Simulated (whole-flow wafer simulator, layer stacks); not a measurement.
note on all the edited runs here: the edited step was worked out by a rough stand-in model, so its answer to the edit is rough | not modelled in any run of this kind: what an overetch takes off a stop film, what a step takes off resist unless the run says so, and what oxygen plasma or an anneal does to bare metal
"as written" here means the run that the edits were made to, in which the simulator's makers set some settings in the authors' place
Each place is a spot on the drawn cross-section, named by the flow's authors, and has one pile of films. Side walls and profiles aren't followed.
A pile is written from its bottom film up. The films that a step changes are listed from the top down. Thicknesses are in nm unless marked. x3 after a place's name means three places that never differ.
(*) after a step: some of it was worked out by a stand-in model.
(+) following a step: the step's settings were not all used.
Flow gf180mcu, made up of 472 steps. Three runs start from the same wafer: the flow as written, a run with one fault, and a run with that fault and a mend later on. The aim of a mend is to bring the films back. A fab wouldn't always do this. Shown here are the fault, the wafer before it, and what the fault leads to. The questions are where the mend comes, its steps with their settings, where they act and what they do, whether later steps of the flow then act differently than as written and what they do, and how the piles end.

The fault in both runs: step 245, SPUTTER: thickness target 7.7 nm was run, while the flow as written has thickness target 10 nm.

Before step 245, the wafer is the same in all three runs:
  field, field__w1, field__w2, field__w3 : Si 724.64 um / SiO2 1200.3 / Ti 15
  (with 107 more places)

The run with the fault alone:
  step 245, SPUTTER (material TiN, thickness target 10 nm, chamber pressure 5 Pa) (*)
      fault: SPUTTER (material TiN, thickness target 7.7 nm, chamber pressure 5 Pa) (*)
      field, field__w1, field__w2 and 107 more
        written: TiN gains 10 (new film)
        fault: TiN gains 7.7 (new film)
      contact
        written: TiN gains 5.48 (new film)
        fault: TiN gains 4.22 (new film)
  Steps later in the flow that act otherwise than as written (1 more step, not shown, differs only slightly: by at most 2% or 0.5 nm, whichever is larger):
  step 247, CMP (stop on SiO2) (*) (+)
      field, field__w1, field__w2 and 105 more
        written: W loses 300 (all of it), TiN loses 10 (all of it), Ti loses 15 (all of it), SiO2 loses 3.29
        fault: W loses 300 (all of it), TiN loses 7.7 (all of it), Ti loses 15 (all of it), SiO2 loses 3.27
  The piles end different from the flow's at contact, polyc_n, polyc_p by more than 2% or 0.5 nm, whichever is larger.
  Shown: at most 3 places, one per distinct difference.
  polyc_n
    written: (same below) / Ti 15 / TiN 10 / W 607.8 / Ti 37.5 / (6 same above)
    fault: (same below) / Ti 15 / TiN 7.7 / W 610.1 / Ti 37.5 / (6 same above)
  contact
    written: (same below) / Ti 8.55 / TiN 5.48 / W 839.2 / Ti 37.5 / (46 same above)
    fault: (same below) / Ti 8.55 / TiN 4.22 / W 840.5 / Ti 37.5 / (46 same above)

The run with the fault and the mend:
  The mend follows step 245.
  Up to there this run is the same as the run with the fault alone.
  step 245a, SPUTTER (material TiN, thickness target 2.3 nm, chamber pressure 5 Pa) (*) (a further turn of the flow's step 245, with different settings)
      field, field__w1, field__w2 and 107 more
        TiN gains 2.3
      contact
        TiN gains 1.26
  Later steps of the flow that are run all act as written at every place that is followed.
  By the end, the piles equal the flow's at every place that both follow.
